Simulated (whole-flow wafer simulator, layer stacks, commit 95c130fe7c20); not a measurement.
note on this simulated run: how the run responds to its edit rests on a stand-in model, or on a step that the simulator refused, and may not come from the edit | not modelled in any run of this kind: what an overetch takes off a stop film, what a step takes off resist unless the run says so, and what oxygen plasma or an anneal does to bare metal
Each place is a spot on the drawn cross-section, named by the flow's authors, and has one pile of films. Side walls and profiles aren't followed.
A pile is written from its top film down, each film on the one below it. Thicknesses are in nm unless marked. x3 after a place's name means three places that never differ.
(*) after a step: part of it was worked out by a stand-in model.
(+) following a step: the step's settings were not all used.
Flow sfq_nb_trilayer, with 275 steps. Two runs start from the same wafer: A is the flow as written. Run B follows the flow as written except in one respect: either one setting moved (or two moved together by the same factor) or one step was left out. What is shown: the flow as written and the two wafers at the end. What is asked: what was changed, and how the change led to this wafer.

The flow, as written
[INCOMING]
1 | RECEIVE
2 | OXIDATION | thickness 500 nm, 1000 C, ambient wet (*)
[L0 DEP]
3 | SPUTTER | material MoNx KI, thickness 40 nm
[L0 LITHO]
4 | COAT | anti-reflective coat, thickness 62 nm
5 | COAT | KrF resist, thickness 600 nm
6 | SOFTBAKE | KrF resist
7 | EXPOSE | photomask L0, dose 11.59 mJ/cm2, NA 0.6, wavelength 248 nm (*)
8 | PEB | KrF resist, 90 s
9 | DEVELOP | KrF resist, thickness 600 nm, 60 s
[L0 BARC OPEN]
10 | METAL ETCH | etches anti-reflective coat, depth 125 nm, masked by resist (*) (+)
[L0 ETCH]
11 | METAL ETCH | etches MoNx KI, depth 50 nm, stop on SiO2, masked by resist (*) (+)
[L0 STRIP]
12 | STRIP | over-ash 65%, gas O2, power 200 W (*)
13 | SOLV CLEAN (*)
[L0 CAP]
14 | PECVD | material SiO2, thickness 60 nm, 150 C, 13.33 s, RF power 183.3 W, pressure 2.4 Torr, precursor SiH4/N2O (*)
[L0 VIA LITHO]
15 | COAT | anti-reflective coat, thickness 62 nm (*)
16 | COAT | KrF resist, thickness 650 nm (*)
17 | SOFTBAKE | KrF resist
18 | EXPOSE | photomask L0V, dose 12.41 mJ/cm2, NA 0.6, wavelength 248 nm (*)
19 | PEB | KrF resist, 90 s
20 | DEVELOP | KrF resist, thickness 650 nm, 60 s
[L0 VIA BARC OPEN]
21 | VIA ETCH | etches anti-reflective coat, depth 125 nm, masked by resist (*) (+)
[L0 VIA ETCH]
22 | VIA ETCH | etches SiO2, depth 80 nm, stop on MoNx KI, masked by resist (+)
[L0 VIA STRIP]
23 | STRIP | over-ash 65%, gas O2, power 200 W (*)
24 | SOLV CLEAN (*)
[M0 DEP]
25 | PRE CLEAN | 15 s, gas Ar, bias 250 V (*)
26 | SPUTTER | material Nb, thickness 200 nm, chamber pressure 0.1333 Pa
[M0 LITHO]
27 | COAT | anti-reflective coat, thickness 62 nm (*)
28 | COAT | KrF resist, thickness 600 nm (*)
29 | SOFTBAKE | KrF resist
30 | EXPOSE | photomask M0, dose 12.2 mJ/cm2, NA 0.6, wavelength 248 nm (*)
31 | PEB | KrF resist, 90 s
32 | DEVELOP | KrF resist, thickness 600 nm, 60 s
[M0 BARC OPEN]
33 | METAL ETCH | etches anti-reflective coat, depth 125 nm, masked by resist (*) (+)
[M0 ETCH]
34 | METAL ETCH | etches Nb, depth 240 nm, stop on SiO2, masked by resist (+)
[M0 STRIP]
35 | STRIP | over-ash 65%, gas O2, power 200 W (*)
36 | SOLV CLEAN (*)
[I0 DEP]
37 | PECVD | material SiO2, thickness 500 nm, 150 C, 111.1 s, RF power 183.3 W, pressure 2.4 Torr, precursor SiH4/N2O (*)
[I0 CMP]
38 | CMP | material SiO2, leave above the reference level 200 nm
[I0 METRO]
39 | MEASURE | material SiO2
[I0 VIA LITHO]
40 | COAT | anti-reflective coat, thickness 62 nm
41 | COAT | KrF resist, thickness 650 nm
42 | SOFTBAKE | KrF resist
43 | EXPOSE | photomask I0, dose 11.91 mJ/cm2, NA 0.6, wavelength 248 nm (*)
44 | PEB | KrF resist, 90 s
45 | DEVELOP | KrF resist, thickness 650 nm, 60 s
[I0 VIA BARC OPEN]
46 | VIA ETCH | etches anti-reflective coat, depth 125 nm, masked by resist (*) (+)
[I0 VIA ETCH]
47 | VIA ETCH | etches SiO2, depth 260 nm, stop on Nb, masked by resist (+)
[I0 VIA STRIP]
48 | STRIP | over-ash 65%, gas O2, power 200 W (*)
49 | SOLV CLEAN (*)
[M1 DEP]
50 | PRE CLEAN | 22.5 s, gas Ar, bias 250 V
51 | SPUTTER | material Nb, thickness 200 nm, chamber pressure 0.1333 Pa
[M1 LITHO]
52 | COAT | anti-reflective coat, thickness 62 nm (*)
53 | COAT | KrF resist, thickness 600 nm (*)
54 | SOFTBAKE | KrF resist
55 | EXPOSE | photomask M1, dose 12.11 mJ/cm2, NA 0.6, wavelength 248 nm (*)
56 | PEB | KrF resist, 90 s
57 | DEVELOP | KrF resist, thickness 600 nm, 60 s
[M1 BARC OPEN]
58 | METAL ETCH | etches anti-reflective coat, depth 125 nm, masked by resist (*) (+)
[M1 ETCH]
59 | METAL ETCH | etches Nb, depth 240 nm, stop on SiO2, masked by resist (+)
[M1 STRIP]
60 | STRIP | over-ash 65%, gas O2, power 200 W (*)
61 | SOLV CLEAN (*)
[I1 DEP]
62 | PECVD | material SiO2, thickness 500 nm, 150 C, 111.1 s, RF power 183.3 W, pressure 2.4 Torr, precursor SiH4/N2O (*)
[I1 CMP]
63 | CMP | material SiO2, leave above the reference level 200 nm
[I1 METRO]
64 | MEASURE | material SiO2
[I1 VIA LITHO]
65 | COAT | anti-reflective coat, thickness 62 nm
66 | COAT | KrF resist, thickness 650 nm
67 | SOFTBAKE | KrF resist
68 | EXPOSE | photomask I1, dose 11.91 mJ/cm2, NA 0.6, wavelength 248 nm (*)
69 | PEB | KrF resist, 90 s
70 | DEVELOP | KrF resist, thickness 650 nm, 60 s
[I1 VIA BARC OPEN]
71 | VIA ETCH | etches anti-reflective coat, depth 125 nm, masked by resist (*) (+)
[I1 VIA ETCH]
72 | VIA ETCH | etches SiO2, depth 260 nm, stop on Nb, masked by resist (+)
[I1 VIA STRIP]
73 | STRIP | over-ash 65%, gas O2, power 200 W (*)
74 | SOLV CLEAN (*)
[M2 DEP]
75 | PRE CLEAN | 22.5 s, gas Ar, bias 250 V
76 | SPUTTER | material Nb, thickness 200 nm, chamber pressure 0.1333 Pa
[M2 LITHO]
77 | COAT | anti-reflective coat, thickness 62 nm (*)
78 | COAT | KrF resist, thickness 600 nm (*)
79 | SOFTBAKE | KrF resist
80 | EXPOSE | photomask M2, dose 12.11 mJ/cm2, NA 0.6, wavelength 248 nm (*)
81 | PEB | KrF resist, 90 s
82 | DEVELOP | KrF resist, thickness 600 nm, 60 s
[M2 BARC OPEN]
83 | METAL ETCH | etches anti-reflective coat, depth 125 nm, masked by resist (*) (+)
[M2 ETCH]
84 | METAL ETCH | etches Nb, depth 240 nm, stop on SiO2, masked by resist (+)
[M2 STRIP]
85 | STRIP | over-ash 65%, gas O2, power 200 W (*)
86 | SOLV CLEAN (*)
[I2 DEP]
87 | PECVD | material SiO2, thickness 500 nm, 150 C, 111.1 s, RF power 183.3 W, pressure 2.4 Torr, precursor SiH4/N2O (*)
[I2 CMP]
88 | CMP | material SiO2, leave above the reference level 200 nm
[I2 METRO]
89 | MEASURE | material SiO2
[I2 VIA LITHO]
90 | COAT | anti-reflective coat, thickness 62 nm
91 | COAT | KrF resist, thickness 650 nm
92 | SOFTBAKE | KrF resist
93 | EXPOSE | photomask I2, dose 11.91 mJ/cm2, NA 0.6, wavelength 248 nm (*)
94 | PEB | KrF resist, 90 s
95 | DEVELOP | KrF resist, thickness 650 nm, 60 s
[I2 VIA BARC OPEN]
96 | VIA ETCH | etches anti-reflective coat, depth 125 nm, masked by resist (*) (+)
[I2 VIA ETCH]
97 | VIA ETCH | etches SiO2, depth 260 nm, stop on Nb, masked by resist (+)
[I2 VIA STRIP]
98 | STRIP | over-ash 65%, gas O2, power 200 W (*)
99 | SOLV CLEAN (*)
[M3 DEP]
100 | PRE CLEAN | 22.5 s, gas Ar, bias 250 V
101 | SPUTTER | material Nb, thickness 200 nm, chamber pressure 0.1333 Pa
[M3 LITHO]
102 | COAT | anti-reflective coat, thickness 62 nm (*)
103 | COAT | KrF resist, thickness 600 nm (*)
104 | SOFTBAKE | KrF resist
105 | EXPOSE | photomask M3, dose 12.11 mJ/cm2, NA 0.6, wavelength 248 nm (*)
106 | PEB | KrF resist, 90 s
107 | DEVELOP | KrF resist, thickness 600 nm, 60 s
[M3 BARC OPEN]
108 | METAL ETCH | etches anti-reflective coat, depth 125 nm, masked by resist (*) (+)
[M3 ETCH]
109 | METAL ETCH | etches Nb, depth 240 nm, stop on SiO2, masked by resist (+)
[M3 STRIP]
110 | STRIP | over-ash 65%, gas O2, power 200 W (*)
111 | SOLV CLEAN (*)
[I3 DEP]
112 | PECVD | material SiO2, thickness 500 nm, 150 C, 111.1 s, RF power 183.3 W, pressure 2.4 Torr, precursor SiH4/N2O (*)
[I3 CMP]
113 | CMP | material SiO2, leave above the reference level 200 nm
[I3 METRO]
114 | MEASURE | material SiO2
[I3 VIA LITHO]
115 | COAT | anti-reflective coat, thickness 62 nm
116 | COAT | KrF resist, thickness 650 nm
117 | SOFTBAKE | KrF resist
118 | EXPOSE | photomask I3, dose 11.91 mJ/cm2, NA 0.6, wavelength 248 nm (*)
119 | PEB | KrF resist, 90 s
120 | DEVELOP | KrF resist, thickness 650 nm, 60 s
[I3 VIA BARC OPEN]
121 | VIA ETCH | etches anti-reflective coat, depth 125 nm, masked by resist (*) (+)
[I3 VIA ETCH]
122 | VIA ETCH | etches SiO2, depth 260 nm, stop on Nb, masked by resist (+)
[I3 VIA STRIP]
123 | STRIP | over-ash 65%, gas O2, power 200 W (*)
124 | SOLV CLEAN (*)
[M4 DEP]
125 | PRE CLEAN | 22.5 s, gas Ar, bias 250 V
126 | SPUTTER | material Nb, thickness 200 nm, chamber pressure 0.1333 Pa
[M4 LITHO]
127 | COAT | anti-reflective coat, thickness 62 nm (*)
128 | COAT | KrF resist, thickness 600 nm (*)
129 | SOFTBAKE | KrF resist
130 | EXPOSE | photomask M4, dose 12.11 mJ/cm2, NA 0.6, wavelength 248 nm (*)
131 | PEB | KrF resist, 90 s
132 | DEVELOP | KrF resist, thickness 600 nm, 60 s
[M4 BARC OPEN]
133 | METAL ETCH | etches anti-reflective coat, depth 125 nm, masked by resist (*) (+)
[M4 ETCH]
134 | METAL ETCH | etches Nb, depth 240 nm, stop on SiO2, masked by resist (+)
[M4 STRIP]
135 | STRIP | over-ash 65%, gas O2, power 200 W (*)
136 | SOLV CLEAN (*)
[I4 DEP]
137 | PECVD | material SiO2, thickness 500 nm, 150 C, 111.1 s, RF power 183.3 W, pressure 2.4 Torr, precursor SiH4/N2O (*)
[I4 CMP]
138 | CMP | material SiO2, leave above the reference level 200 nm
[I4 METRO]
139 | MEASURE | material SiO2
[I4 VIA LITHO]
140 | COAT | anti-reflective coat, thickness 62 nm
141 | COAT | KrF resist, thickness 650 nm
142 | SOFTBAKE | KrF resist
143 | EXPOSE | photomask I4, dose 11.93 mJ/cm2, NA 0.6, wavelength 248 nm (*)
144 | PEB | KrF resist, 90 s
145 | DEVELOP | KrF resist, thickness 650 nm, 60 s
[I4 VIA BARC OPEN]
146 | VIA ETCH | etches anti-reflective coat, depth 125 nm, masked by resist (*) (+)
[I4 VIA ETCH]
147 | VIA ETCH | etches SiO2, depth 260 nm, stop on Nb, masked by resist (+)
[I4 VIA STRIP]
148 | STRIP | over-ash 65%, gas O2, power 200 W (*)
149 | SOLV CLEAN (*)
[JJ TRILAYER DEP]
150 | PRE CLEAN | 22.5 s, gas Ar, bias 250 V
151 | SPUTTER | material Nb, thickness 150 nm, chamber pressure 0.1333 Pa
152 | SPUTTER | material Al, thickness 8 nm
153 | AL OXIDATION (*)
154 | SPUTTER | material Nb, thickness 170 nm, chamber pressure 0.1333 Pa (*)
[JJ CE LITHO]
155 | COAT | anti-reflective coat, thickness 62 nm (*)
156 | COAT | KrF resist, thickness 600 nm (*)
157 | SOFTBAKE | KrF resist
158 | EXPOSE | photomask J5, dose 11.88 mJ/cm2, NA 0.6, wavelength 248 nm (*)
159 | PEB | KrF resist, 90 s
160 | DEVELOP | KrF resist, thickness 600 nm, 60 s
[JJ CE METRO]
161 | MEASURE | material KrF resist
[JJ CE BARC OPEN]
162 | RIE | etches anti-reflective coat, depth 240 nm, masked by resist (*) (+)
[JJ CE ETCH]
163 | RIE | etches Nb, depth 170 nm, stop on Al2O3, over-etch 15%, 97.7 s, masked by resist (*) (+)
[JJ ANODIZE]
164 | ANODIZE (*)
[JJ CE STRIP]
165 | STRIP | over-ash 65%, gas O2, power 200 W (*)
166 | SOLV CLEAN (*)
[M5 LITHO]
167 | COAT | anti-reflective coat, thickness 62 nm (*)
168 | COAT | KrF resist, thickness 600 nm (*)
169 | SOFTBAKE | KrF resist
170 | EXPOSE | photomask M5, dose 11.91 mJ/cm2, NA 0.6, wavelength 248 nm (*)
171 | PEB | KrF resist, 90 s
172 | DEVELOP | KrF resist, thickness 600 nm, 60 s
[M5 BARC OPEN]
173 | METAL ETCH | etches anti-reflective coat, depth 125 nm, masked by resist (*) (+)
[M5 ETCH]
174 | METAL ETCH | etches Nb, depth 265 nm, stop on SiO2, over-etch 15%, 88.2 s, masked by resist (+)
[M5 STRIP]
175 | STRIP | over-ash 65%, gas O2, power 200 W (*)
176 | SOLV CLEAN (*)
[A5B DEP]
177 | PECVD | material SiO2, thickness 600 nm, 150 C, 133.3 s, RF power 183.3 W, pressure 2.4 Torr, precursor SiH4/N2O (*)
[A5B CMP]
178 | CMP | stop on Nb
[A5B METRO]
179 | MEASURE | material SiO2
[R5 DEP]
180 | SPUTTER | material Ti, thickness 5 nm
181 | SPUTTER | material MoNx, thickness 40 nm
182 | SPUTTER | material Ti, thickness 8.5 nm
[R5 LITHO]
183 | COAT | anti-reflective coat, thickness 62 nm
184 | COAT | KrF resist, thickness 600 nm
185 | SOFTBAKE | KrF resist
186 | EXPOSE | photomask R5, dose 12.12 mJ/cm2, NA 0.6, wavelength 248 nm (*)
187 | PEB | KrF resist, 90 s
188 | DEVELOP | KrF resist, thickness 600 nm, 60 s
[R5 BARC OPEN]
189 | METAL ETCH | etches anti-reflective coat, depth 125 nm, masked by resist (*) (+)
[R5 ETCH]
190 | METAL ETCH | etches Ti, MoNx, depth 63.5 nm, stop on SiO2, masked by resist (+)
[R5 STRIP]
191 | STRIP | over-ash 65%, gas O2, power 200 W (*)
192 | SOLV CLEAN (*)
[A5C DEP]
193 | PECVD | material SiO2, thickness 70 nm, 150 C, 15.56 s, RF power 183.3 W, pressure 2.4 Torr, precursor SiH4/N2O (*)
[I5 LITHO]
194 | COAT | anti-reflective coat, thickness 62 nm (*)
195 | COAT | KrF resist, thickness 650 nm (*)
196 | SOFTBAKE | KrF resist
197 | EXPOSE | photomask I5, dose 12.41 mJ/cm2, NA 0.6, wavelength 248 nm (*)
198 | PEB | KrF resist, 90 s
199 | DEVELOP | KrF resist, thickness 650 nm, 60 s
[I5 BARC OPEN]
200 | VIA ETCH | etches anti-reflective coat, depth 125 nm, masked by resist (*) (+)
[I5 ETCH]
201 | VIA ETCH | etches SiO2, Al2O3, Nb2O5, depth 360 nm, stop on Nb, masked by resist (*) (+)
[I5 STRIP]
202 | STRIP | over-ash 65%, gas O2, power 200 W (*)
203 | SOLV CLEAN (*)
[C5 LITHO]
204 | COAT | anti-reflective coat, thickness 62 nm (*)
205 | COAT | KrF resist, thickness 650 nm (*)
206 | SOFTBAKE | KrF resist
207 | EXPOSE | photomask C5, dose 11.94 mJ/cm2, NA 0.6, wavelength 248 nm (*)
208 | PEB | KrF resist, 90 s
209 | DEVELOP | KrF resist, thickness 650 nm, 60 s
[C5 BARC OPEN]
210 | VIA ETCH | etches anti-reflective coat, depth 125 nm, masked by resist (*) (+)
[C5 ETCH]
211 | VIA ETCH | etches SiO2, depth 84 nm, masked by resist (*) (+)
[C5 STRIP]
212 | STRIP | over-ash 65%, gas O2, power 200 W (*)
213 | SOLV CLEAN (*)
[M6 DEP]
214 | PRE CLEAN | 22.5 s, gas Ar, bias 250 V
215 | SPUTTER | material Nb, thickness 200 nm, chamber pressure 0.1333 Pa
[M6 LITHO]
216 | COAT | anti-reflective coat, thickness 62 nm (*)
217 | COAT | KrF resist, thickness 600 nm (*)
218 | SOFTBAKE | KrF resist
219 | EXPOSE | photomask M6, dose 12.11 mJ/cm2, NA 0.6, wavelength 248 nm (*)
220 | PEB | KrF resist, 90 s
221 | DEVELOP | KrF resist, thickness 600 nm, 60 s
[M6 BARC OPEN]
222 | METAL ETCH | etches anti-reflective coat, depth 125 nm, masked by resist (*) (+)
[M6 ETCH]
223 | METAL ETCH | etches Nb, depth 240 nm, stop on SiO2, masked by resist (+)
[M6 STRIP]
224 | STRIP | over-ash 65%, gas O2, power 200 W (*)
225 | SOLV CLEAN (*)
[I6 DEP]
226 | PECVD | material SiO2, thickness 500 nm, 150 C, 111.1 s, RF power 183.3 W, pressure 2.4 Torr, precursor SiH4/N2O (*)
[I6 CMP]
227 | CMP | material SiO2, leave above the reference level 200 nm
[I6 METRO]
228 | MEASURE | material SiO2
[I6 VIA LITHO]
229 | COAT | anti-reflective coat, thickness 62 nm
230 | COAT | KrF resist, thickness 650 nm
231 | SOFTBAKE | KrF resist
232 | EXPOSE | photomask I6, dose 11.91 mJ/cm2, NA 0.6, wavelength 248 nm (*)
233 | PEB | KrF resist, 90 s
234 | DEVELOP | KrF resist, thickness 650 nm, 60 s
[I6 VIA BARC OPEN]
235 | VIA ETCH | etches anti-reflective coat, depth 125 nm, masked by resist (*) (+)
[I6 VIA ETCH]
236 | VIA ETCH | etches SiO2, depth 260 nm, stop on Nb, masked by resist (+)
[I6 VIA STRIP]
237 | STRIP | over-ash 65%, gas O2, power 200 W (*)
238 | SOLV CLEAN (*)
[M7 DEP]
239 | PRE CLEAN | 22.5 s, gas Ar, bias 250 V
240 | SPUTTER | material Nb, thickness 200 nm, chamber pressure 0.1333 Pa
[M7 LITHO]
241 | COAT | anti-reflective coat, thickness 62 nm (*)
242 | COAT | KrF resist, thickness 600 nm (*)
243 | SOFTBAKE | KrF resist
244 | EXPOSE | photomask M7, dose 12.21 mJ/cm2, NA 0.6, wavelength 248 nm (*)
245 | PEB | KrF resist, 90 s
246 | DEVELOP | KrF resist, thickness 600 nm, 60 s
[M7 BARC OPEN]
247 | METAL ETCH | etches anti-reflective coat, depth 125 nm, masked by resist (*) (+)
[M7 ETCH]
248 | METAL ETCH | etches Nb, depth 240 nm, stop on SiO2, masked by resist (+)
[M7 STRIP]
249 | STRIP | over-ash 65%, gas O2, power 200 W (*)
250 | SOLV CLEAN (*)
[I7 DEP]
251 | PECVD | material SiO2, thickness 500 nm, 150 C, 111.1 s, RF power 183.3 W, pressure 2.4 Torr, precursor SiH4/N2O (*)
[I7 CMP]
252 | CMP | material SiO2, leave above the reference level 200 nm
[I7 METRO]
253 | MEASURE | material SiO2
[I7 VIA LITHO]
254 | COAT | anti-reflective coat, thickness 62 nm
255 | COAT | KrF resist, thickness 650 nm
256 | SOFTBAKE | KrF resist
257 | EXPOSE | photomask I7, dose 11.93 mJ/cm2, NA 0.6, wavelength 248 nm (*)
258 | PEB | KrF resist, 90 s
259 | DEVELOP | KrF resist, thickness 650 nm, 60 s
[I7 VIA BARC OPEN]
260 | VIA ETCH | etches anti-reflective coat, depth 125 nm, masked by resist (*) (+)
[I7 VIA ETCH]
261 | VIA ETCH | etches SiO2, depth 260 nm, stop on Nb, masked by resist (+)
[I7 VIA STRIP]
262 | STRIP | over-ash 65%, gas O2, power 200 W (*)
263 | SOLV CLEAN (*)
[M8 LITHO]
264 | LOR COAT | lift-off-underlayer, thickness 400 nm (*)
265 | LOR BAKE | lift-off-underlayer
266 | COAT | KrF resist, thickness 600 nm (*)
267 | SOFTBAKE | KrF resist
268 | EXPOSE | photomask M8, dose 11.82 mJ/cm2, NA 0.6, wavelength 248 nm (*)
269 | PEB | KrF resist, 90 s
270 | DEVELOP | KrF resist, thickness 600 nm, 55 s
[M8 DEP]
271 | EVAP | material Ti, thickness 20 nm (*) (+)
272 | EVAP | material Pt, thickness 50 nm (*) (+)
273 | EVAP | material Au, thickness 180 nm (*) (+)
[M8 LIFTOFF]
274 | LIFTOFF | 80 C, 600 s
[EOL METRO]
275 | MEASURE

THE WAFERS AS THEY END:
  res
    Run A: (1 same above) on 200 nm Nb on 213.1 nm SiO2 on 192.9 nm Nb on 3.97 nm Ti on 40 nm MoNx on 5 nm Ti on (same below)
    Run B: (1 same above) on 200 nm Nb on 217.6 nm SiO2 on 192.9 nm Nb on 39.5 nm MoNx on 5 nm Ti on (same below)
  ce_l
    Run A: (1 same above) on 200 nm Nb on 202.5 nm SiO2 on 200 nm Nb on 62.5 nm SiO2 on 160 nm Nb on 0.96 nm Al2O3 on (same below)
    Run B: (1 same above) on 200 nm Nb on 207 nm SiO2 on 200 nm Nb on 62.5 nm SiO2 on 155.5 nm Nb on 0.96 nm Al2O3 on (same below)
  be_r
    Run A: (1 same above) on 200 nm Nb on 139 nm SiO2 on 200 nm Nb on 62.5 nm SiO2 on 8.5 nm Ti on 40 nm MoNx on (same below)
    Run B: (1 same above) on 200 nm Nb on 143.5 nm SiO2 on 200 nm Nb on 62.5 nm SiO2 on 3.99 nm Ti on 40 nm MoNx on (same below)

What caused this: step 182, SPUTTER: thickness 3.99 nm was run, while the flow as written has thickness 8.5 nm.
The wafer lets one read it off: be_r has Ti 3.99, and step 182 as written asks for 8.5 nm.

The path from the change to this, step by step:
  182 | SPUTTER | material Ti, thickness 8.5 nm
      field_l, v_sur, via_wl and 103 more: A Ti gains 8.5 (new film) | B Ti gains 3.99 (new film)
  190 | METAL ETCH | etches Ti, MoNx, depth 63.5 nm, stop on SiO2, masked by resist (+)
      field_l, v_sur, via_wl and 92 more: A Ti loses 8.5 (all of it), MoNx loses 40 (all of it), Ti loses 5 (all of it) | B Ti loses 3.99 (all of it), MoNx loses 40 (all of it), Ti loses 5 (all of it)
      ce_l, c5j, ce_r, wl_jj: A Ti loses 8.5 (all of it), MoNx loses 40 (all of it), Ti loses 5 (all of it), Nb loses 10 | B Ti loses 3.99 (all of it), MoNx loses 40 (all of it), Ti loses 5 (all of it), Nb loses 14.5
  194 | COAT | anti-reflective coat, thickness 62 nm (*)
      r5r_spacepad_l, r5r_spacepad_r: A anti-reflective coat gains 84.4 (new film) | B anti-reflective coat gains 82.4 (new film)
      ce_l: A anti-reflective coat gains 67.2 (new film) | B anti-reflective coat gains 69.2 (new film)
      (also at 2 further places)
  202 | STRIP | over-ash 65%, gas O2, power 200 W (*)
      r5r_spacepad_l, r5r_spacepad_r: A KrF resist loses 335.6 (all of it), anti-reflective coat loses 84.4 (all of it) | B KrF resist loses 335.5 (all of it), anti-reflective coat loses 82.4 (all of it)
      ce_l: A KrF resist loses 341.5 (all of it), anti-reflective coat loses 67.2 (all of it) | B KrF resist loses 342.7 (all of it), anti-reflective coat loses 69.2 (all of it)
      (also at 2 further places)
  204 | COAT | anti-reflective coat, thickness 62 nm (*)
      r5r_spacepad_l, r5r_spacepad_r: A anti-reflective coat gains 84.4 (new film) | B anti-reflective coat gains 82.4 (new film)
      ce_l: A anti-reflective coat gains 66 (new film) | B anti-reflective coat gains 68 (new film)
      (also at 2 further places)
  212 | STRIP | over-ash 65%, gas O2, power 200 W (*)
      r5r_spacepad_l, r5r_spacepad_r: A KrF resist loses 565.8 (all of it), anti-reflective coat loses 84.4 (all of it) | B KrF resist loses 565.2 (all of it), anti-reflective coat loses 82.4 (all of it)
      ce_l: A KrF resist loses 567.4 (all of it), anti-reflective coat loses 66 (all of it) | B KrF resist loses 568.3 (all of it), anti-reflective coat loses 68 (all of it)
      (also at 2 further places)
  214 | PRE CLEAN | 22.5 s, gas Ar, bias 250 V
      res: A Ti loses 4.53 | B Ti loses 3.99 (all of it), MoNx loses 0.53
  216 | COAT | anti-reflective coat, thickness 62 nm (*)
      r5r_spacepad_l, r5r_spacepad_r: A anti-reflective coat gains 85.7 (new film) | B anti-reflective coat gains 83.5 (new film)
      ce_l: A anti-reflective coat gains 48 (new film) | B anti-reflective coat gains 49.4 (new film)
      (also at 2 further places)
  222 | METAL ETCH | etches anti-reflective coat, depth 125 nm, masked by resist (*) (+)
      r5r_spacepad_l, r5r_spacepad_r: A anti-reflective coat loses 85.7 (all of it) | B anti-reflective coat loses 83.5 (all of it)
  224 | STRIP | over-ash 65%, gas O2, power 200 W (*)
      ce_l: A KrF resist loses 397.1 (all of it), anti-reflective coat loses 48 (all of it) | B KrF resist loses 398.8 (all of it), anti-reflective coat loses 49.4 (all of it)
      ce_r: A KrF resist loses 403.5 (all of it), anti-reflective coat loses 48.8 (all of it) | B KrF resist loses 404.7 (all of it), anti-reflective coat loses 50.2 (all of it)
      (also at 1 further place)
  227 | CMP | material SiO2, leave above the reference level 200 nm
      r5r_line_l, r5r_line_c, r5r_line_r: A SiO2 loses 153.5 | B SiO2 loses 149
      r5r_spacepad_l, r5r_spacepad_r: A SiO2 loses 153.5 | B SiO2 loses 146.5
      (also at 1 further place)
